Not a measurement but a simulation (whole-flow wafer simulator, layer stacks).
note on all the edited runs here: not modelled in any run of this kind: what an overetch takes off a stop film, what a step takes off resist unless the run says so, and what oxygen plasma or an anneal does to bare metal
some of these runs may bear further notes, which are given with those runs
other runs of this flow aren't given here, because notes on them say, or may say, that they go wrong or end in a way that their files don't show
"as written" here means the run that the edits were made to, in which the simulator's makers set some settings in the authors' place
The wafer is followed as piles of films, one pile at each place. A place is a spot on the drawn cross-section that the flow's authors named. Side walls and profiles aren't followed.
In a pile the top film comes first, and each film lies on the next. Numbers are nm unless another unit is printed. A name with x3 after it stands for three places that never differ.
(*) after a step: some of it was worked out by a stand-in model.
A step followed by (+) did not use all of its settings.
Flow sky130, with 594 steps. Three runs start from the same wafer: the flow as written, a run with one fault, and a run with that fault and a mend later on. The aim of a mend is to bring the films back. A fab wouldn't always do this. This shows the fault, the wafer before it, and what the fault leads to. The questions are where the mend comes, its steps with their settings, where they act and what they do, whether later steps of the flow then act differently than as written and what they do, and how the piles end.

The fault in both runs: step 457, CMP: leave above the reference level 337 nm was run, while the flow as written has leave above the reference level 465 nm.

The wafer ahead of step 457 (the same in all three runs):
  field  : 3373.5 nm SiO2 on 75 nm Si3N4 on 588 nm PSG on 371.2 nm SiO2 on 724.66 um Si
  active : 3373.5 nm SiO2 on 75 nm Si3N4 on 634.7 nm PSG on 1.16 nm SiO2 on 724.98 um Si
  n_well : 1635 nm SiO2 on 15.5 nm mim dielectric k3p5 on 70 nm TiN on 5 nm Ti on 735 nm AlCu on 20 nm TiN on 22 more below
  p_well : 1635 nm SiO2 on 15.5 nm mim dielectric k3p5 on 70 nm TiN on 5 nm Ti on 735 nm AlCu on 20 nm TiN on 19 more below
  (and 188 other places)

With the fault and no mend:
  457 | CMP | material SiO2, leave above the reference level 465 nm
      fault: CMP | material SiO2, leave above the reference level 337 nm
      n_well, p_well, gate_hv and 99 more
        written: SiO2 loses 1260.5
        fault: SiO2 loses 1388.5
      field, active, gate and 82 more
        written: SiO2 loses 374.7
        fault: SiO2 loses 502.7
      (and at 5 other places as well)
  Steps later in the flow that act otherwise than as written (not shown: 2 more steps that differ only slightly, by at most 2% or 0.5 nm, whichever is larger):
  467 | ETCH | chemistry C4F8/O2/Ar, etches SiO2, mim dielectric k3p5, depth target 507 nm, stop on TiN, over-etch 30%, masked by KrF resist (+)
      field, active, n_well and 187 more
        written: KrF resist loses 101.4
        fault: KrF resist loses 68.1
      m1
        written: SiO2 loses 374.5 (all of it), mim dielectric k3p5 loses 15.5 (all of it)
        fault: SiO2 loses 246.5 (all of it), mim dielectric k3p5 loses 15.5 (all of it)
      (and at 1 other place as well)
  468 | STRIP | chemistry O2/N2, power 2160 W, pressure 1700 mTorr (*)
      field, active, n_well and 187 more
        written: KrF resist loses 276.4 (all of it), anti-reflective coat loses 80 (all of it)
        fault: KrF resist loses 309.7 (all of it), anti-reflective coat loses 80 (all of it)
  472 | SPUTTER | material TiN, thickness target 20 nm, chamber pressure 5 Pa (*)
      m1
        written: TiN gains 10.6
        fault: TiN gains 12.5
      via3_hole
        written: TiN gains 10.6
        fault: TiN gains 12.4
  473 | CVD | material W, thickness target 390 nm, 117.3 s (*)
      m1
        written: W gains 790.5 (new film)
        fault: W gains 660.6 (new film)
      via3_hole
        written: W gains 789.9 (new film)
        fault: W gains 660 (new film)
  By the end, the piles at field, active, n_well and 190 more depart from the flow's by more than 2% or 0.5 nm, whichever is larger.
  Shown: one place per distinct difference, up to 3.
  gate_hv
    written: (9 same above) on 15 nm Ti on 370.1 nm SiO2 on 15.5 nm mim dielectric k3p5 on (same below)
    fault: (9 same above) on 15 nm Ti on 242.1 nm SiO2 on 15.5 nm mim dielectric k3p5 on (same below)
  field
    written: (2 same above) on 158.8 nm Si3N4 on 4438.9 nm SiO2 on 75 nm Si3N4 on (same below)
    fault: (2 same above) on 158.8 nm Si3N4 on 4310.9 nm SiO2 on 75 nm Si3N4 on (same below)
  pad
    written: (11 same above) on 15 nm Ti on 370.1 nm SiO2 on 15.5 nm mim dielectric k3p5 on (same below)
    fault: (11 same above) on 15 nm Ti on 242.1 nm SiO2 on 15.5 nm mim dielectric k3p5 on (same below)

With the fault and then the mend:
  The mend stands after step 457.
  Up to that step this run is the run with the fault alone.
  457a | HDPCVD | thickness target 128 nm (*) (the flow's step 456 again, with other settings)
      field, active, n_well and 189 more
        SiO2 gains 128
  None of the later steps of the flow differs from how it acts as written, at any place that is followed, by more than 2% or 0.5 nm, whichever is larger.
  The piles end the same as the flow's at every place that both follow.
